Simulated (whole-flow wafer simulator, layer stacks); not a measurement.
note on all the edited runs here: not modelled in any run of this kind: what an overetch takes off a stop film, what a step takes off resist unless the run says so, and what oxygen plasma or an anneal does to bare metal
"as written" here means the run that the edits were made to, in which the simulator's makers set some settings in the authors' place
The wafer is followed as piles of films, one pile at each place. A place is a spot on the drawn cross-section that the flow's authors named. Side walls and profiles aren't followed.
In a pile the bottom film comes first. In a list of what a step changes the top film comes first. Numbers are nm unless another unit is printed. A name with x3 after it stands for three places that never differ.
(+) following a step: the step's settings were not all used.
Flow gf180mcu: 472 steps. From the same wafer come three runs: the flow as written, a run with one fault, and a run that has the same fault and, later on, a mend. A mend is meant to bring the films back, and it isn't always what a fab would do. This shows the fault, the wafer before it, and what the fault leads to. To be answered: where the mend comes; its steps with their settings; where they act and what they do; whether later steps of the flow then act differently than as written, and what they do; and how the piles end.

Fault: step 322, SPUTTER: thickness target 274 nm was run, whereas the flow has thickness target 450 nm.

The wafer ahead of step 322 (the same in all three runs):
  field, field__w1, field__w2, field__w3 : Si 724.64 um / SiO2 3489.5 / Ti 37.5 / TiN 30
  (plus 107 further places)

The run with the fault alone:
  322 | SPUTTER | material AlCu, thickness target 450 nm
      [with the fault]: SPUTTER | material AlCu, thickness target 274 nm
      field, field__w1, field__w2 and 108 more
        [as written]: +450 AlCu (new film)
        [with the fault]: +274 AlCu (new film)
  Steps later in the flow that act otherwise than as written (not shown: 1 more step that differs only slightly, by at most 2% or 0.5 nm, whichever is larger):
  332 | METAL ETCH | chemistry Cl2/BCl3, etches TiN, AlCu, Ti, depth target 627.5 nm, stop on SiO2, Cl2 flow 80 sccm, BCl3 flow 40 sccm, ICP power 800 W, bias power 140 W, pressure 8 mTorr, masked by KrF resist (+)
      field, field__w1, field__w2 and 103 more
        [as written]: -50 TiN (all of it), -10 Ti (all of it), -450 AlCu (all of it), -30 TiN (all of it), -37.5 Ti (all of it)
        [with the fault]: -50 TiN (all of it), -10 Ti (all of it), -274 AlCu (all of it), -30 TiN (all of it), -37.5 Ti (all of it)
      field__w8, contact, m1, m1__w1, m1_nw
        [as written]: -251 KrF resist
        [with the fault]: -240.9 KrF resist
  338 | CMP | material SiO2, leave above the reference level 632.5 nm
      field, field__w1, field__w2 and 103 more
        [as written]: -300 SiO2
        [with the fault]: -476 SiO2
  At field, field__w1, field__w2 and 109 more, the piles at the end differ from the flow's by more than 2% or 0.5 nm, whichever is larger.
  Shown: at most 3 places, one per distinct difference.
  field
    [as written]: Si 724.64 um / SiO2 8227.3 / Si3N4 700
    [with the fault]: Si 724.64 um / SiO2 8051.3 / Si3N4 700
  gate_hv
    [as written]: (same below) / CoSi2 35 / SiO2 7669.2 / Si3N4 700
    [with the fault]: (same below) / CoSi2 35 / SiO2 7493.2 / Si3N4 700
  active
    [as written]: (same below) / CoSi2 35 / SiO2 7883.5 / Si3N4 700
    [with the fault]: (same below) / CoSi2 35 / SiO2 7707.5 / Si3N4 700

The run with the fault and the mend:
  The mend follows step 322.
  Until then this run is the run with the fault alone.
  322a | SPUTTER | material AlCu, thickness target 176 nm (a further turn of the flow's step 322, with different settings)
      field, field__w1, field__w2 and 108 more
        +176 AlCu
  Every later step of the flow that is run acts as written at every place that is followed.
  The piles end the same as the flow's at every place that both follow.
